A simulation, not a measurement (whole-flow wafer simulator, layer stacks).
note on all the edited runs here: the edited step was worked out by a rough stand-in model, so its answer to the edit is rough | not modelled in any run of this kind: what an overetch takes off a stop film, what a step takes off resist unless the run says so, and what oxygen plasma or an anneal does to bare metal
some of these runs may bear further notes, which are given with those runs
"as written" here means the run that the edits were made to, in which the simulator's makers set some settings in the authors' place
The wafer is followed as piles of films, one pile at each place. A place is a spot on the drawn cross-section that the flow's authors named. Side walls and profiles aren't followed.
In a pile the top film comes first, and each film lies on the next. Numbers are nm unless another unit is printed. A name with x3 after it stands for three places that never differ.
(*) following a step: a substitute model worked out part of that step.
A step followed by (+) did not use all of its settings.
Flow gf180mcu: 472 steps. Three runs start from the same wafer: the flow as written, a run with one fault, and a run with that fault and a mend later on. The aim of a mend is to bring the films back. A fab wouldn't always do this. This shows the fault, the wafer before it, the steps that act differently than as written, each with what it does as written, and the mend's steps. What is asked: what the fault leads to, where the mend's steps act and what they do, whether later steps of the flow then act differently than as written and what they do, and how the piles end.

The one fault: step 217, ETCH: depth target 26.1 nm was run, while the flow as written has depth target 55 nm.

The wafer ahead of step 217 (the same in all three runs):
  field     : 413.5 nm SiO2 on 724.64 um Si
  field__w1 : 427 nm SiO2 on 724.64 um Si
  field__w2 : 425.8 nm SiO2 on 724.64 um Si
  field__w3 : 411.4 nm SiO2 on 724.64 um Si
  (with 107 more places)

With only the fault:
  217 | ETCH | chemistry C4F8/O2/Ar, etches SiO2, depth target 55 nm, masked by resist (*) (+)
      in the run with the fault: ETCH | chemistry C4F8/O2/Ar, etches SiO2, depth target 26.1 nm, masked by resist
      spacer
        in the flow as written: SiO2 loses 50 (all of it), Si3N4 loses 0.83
        in the run with the fault: SiO2 loses 26.1
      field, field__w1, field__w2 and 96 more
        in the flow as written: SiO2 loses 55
        in the run with the fault: SiO2 loses 26.1
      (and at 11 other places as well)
  Steps further on in the flow that do not act as written (not shown: 5 more steps that differ only slightly, by at most 2% or 0.5 nm, whichever is larger):
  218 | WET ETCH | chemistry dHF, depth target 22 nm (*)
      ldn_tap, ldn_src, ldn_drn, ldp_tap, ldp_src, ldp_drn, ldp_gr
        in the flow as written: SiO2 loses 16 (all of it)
        in the run with the fault: SiO2 loses 41.6
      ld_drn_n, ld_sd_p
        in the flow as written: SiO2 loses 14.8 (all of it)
        in the run with the fault: SiO2 loses 40.7
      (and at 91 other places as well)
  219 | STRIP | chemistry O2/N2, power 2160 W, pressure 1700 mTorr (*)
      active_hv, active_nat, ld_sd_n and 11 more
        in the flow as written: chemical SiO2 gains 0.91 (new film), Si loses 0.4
        in the run with the fault: nothing
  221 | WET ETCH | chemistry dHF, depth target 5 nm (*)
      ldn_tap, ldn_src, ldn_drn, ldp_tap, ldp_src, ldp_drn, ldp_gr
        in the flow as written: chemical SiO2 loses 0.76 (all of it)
        in the run with the fault: SiO2 loses 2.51
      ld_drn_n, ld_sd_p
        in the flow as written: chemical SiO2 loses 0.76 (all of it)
        in the run with the fault: SiO2 loses 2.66 (all of it)
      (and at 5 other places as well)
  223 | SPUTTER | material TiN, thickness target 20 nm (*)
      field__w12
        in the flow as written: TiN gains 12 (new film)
        in the run with the fault: TiN gains 12.8 (new film)
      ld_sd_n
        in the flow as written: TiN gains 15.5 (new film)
        in the run with the fault: TiN gains 16.1 (new film)
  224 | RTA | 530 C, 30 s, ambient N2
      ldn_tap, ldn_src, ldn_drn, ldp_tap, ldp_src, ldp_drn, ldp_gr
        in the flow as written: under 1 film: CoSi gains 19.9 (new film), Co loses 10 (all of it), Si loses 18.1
        in the run with the fault: nothing
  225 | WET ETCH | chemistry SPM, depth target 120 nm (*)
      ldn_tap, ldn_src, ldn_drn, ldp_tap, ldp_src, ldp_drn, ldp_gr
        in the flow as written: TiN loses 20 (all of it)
        in the run with the fault: TiN loses 20 (all of it), Co loses 10 (all of it)
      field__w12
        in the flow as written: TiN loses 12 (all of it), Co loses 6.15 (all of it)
        in the run with the fault: TiN loses 12.8 (all of it), Co loses 6.47 (all of it)
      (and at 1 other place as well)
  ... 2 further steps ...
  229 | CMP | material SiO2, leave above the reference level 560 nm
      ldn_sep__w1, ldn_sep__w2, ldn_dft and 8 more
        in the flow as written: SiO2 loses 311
        in the run with the fault: SiO2 loses 321.8
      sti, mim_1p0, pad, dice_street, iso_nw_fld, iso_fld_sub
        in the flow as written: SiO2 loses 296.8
        in the run with the fault: SiO2 loses 307.6
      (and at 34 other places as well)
  The piles end different from the flow's at ldn_tap, ldn_src, ldn_drn, ldp_tap, ldp_src, ldp_drn, ldp_gr by more than 2% or 0.5 nm, whichever is larger.
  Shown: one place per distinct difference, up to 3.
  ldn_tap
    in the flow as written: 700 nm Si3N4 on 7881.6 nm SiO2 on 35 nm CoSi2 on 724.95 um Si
    in the run with the fault: 700 nm Si3N4 on 7879.7 nm SiO2 on 724.98 um Si

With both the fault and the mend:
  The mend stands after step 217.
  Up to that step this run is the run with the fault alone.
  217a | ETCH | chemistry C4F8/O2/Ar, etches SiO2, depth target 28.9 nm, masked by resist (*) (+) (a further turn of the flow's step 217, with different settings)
      field, field__w1, field__w2 and 96 more
        SiO2 loses 28.9
      field__w5, field__w9, field__w13 and 8 more
        resist loses 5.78
      spacer
        SiO2 loses 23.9 (all of it), Si3N4 loses 0.83
  None of the later steps of the flow differs from how it acts as written, at any place that is followed, by more than 2% or 0.5 nm, whichever is larger.
  The piles end only slightly different from the flow's at the places that both follow, by no more than 2% or 0.5 nm, whichever is larger.
